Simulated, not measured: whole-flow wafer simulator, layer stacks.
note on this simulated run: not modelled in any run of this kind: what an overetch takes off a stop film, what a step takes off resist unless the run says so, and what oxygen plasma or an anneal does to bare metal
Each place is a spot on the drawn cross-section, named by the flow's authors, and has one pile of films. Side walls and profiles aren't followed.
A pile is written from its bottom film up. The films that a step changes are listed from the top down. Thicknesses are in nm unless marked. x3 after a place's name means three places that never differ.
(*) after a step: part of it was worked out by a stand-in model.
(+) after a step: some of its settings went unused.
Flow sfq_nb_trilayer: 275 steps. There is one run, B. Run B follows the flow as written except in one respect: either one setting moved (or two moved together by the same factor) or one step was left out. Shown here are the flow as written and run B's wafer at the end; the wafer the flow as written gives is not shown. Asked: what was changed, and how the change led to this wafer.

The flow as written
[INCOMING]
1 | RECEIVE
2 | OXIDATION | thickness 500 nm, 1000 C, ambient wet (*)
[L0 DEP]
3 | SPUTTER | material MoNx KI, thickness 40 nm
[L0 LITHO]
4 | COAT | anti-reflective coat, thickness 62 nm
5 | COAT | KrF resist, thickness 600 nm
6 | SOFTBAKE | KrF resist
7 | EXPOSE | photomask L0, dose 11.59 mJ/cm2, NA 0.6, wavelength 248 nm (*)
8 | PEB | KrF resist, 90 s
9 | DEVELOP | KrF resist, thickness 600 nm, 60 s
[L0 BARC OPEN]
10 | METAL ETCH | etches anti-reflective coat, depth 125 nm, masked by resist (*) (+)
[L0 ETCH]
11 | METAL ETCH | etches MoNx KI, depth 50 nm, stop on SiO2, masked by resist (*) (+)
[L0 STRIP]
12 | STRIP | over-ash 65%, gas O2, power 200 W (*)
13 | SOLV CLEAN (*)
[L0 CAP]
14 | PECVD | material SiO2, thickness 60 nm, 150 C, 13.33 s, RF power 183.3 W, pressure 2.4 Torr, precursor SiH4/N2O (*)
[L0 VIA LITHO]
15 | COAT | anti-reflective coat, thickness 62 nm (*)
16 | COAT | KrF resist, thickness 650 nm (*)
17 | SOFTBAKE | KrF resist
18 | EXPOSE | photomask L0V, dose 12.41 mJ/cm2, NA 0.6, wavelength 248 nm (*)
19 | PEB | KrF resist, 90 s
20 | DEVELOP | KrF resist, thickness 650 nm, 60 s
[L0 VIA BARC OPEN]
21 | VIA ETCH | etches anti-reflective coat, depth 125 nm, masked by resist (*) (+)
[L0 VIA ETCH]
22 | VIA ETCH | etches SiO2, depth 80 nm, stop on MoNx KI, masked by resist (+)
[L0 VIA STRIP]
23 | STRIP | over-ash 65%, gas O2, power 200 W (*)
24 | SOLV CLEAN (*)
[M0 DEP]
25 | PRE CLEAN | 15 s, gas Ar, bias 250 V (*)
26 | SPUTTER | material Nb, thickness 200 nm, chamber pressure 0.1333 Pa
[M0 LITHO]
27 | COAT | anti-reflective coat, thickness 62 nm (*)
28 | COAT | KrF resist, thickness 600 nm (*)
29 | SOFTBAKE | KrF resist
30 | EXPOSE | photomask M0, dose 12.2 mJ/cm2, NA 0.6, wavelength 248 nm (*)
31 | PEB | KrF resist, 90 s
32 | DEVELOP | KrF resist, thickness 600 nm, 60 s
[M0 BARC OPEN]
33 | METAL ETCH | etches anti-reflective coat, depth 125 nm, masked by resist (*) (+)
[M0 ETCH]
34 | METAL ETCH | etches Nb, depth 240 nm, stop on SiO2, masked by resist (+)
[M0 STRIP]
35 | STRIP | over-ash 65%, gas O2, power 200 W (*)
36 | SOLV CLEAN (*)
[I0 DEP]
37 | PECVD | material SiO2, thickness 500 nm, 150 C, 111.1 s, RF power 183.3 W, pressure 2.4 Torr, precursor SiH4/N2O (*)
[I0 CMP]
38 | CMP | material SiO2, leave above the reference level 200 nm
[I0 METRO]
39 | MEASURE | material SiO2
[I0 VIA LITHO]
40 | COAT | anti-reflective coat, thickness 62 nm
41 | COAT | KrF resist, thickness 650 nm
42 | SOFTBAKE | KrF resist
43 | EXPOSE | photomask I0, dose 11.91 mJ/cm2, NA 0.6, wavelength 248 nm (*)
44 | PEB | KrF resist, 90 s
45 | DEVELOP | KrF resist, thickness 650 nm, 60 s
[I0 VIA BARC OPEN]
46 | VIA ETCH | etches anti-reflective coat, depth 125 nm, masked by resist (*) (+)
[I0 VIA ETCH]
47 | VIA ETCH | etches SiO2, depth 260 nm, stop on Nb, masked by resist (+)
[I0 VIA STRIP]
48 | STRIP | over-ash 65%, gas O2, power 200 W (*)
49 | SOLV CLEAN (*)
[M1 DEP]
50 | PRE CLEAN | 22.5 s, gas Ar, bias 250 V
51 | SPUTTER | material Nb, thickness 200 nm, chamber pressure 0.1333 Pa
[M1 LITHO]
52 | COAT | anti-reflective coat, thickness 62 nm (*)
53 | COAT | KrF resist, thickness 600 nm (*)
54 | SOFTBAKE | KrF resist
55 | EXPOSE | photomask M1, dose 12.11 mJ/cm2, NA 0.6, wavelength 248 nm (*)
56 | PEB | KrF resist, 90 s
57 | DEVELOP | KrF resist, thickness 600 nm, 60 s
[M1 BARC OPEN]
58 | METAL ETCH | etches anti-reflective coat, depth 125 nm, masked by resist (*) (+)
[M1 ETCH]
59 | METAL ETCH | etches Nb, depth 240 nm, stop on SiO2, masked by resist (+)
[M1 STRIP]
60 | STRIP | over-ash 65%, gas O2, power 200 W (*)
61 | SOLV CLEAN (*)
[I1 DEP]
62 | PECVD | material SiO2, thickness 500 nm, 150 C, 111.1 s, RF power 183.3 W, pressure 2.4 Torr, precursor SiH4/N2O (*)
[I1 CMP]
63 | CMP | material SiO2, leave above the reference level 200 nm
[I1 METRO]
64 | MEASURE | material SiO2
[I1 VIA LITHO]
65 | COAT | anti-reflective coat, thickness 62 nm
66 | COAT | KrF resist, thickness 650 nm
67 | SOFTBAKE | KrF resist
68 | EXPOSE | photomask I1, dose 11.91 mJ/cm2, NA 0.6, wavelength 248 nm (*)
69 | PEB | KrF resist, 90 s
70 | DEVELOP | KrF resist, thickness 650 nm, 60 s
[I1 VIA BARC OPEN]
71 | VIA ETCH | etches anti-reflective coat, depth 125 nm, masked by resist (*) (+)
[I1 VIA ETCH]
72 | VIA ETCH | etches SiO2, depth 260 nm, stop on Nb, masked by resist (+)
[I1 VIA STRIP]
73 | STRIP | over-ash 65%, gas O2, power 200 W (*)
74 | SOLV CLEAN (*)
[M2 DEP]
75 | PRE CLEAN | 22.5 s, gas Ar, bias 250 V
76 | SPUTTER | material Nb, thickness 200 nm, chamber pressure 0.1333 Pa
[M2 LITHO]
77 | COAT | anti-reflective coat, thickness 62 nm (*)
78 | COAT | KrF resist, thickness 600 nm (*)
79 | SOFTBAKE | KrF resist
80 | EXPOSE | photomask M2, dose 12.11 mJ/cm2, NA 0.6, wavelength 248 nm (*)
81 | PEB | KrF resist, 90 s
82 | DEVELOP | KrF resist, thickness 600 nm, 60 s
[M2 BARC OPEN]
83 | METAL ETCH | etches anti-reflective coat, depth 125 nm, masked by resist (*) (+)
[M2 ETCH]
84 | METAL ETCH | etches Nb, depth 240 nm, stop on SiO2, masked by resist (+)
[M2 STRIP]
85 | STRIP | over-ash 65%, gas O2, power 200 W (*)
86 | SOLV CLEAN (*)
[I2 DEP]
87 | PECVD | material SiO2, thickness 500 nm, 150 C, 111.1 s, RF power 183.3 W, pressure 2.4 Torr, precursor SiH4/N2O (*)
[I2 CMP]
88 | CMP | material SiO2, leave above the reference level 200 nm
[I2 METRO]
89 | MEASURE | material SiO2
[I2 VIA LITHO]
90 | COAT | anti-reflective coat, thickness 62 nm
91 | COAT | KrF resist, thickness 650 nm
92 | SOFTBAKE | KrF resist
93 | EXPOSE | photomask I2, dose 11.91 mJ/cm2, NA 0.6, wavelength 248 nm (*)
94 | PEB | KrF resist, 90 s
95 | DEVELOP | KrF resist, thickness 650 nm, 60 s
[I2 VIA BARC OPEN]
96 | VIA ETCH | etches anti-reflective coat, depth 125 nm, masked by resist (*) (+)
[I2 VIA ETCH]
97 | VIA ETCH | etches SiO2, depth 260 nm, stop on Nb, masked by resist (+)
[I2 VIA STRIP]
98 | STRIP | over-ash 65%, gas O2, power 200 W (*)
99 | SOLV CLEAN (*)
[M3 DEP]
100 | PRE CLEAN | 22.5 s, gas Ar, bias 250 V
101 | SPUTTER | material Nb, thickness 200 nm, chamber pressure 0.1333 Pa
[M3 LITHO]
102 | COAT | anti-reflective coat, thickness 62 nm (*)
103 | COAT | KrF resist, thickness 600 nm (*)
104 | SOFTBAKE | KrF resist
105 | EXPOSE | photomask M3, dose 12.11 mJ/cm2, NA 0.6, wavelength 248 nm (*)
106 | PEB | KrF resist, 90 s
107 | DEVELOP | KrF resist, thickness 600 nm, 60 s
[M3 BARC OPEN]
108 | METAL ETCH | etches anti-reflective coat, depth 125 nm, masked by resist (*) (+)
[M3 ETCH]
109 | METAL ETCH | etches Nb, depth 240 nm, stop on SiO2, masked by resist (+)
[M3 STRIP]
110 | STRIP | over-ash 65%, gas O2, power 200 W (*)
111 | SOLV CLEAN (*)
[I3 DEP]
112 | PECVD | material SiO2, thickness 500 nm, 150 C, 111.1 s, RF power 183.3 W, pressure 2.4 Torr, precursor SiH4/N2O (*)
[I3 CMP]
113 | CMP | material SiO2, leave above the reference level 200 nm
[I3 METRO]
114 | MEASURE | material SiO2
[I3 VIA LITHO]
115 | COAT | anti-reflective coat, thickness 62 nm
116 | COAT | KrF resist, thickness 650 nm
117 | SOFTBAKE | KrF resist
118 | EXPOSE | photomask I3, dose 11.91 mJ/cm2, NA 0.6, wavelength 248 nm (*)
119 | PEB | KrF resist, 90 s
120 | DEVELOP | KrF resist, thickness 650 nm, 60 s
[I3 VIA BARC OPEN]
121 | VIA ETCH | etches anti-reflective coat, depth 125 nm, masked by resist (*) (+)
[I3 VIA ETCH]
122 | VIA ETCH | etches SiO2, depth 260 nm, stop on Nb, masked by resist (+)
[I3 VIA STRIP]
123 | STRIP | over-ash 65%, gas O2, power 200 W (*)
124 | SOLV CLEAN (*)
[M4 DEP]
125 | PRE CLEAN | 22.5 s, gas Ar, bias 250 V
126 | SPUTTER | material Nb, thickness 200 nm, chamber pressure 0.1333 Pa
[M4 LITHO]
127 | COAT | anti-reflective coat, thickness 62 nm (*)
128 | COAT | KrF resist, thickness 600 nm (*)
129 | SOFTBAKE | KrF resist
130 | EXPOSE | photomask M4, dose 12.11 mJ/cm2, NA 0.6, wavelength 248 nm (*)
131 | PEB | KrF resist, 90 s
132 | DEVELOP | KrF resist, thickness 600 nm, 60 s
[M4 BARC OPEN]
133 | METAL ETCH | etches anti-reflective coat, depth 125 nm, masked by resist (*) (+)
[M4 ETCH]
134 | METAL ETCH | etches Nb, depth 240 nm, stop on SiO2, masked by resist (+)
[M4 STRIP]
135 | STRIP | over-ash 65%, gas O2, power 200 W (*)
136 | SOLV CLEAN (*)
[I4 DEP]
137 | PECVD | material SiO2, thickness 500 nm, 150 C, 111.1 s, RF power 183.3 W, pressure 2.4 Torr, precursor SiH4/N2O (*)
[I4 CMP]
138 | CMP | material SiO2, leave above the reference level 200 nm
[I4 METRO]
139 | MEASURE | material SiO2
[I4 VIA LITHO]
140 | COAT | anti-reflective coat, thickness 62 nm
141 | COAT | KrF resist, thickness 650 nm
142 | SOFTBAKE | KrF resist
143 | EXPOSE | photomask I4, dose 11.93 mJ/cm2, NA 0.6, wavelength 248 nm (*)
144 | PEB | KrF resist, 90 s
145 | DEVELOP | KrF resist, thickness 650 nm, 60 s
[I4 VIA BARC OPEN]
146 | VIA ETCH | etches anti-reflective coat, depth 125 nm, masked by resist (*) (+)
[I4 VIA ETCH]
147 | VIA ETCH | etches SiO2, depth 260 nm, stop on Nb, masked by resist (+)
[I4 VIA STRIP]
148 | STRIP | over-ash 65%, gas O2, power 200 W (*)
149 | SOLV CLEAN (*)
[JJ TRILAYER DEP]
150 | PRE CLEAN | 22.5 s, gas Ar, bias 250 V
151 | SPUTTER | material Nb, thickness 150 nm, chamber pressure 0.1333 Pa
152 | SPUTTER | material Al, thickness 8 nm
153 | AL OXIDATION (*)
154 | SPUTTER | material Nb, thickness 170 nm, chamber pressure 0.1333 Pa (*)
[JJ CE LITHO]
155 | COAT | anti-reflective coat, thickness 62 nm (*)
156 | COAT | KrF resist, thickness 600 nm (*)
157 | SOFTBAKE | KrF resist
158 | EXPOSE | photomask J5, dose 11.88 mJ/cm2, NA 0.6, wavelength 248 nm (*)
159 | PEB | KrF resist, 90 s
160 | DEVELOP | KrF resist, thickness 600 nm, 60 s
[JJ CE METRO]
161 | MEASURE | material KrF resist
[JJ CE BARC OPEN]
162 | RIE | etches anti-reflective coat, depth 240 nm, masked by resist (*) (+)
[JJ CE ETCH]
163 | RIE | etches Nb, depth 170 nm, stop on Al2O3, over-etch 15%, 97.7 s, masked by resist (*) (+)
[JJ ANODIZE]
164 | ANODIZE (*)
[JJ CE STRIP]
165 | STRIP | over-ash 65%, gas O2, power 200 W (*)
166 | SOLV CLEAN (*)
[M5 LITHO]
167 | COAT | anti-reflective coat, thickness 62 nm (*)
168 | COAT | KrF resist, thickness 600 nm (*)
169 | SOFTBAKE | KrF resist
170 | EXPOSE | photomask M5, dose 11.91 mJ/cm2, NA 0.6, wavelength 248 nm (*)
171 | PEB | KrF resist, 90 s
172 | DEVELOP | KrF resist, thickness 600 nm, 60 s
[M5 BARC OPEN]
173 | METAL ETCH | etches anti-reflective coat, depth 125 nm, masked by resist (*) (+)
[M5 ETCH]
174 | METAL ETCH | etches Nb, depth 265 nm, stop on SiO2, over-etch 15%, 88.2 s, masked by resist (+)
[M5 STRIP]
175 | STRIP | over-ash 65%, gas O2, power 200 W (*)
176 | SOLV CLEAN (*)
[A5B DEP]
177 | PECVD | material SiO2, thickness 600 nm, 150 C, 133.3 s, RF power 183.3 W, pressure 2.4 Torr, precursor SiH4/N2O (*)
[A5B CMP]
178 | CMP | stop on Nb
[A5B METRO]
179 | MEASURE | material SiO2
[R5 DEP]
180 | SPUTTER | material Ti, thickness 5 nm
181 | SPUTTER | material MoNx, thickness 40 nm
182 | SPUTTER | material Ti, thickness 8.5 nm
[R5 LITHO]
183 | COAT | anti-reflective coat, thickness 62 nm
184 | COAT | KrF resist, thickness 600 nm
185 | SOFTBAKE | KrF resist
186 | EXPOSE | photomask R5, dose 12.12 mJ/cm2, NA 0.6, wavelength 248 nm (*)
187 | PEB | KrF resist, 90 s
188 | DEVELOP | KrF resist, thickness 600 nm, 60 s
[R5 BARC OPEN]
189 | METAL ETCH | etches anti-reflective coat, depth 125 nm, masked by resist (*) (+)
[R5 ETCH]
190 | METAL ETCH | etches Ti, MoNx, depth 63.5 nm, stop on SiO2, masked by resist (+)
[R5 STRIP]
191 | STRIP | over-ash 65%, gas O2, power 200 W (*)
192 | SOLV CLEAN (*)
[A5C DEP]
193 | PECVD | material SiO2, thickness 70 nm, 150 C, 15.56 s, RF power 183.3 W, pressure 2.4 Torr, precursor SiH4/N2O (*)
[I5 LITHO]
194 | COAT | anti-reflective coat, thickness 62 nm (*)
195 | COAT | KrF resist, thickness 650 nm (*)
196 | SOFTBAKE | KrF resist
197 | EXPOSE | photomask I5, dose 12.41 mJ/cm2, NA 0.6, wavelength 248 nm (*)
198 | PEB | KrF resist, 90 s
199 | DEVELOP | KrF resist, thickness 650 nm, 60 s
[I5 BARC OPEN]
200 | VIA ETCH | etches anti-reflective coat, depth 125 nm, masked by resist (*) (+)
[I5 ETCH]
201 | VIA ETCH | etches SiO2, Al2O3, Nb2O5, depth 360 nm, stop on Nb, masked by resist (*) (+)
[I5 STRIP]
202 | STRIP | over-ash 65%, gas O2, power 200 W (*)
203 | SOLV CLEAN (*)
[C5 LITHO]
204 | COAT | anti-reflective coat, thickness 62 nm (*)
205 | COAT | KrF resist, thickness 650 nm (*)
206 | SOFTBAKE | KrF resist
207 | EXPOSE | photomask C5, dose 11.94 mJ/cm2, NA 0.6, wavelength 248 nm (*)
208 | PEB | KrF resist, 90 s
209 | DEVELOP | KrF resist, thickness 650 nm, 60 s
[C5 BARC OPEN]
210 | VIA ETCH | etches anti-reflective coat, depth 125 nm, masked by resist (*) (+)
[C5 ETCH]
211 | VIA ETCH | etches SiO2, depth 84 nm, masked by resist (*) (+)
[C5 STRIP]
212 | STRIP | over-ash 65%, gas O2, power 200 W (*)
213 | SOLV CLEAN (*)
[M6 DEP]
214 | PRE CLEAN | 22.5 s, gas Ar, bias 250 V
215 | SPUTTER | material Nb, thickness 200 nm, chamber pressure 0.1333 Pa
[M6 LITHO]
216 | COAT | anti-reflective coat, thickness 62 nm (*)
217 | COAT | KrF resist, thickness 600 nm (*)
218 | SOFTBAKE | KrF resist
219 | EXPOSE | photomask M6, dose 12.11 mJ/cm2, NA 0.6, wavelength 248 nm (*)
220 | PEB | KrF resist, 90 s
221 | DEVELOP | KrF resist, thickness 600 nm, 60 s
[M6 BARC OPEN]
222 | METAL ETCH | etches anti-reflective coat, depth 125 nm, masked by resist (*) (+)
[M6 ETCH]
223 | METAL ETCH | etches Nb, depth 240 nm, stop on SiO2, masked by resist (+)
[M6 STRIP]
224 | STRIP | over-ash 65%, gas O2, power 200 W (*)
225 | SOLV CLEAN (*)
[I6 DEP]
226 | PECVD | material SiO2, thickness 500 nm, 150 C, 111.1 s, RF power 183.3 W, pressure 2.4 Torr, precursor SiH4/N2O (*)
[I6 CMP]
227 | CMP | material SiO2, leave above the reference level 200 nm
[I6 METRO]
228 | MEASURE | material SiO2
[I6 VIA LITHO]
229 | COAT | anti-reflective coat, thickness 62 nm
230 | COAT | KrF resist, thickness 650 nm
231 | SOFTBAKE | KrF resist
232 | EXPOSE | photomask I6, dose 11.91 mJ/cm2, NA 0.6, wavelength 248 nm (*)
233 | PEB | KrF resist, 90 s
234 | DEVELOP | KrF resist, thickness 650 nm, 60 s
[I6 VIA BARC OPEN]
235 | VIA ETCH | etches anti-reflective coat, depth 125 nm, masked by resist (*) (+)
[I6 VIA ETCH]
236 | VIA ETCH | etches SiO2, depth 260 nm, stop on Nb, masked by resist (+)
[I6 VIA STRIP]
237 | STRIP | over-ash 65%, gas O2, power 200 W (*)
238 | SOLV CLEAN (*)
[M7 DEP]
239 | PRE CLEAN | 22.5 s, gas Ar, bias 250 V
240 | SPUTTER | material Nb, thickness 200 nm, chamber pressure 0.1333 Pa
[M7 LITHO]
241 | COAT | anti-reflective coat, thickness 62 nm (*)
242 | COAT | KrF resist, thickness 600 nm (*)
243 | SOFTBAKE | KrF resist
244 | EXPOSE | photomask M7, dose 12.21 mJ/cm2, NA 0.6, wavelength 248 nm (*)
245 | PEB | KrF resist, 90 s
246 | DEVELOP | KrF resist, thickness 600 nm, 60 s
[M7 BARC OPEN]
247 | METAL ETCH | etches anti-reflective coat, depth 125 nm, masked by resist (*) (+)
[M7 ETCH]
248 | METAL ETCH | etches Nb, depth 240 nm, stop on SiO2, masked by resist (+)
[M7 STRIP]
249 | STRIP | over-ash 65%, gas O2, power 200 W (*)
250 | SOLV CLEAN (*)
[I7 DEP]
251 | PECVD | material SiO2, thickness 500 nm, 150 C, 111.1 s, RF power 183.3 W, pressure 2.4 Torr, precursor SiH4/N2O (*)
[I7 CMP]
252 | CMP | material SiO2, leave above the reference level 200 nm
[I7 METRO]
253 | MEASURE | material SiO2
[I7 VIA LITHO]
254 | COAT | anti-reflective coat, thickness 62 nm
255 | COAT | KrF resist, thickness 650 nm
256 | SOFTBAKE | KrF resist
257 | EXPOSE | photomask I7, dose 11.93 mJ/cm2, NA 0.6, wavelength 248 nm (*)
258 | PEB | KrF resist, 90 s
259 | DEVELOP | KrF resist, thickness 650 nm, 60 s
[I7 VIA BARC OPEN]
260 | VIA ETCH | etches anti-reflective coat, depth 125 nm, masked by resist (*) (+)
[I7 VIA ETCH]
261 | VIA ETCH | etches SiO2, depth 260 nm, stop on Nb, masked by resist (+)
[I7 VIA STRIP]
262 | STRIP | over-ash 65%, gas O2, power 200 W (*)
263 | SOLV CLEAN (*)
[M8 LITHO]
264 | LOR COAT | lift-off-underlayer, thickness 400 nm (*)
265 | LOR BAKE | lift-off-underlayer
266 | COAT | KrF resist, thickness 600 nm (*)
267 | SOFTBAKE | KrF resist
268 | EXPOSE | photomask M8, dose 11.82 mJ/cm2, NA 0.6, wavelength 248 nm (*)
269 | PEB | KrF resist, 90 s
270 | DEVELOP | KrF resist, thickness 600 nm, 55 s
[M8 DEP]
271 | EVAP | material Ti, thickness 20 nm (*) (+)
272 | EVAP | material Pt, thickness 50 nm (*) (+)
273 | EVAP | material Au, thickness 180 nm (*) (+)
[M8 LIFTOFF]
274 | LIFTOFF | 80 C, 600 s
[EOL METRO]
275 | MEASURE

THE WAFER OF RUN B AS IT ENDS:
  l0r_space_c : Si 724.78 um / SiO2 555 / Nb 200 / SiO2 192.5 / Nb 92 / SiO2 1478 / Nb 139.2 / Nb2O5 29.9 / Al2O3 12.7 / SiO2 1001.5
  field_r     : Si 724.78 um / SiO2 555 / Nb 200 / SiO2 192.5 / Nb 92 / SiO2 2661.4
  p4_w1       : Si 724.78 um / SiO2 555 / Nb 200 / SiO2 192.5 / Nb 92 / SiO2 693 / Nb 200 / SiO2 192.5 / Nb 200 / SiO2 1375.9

The reason: step 59, METAL ETCH: depth 108 nm was run, though the flow has depth 240 nm.

The path from the change to this, step by step:
  59 | METAL ETCH | etches Nb, depth 240 nm, stop on SiO2, masked by resist (+)
      field_l, be, be_sur and 79 more: -108 Nb (in the flow as written it would be: -200 Nb (all of it))
      v_sur, via_wl, via_w and 21 more: -63.5 KrF resist (in the flow as written it would be: -141.2 KrF resist)
  60 | STRIP | over-ash 65%, gas O2, power 200 W (*)
      wl_j_sl, wl_jj, wl_j_sr and 13 more: -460 KrF resist (all of it), -62 anti-reflective coat (all of it) (in the flow as written it would be: -382.4 KrF resist (all of it), -62 anti-reflective coat (all of it))
      v_sur: -443.5 KrF resist (all of it), -61.1 anti-reflective coat (all of it) (in the flow as written it would be: -365.9 KrF resist (all of it), -61.1 anti-reflective coat (all of it))
      (as well as at 7 more places)
  62 | PECVD | material SiO2, thickness 500 nm, 150 C, 111.1 s, RF power 183.3 W, pressure 2.4 Torr, precursor SiH4/N2O (*)
      field_l, be, be_sur and 72 more: +500 SiO2 (new film) (in the flow as written it would be: +500 SiO2)
      lsp_m, ln_m6, lsp_r, l0_sur, l0v: +500 SiO2 (new film) (in the flow as written it would be: +494.9 SiO2)
      (as well as at 2 more places)
  63 | CMP | material SiO2, leave above the reference level 200 nm
      field_l, be, be_sur and 72 more: -192 SiO2 (in the flow as written it would be: -100 SiO2)
      lsp_m, ln_m6, lsp_r, l0_sur, l0v: -192 SiO2 (in the flow as written it would be: -94.9 SiO2)
      (as well as at 2 more places)
If metal films that touch count as one body, l0r_space_c has 3 bodies (between them, from the top down: SiO2 1478; SiO2 192.5); the flow as written gives 2 bodies (between them, from the top down: SiO2 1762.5).
If metal films that touch count as one body, field_r has 2 bodies (between them, from the top down: SiO2 192.5); the flow as written gives 1 body.
If metal films that touch count as one body, p4_w1 has 4 bodies (between them, from the top down: SiO2 192.5; SiO2 693; SiO2 192.5); the flow as written gives 3 bodies (between them, from the top down: SiO2 192.5; SiO2 977.5).
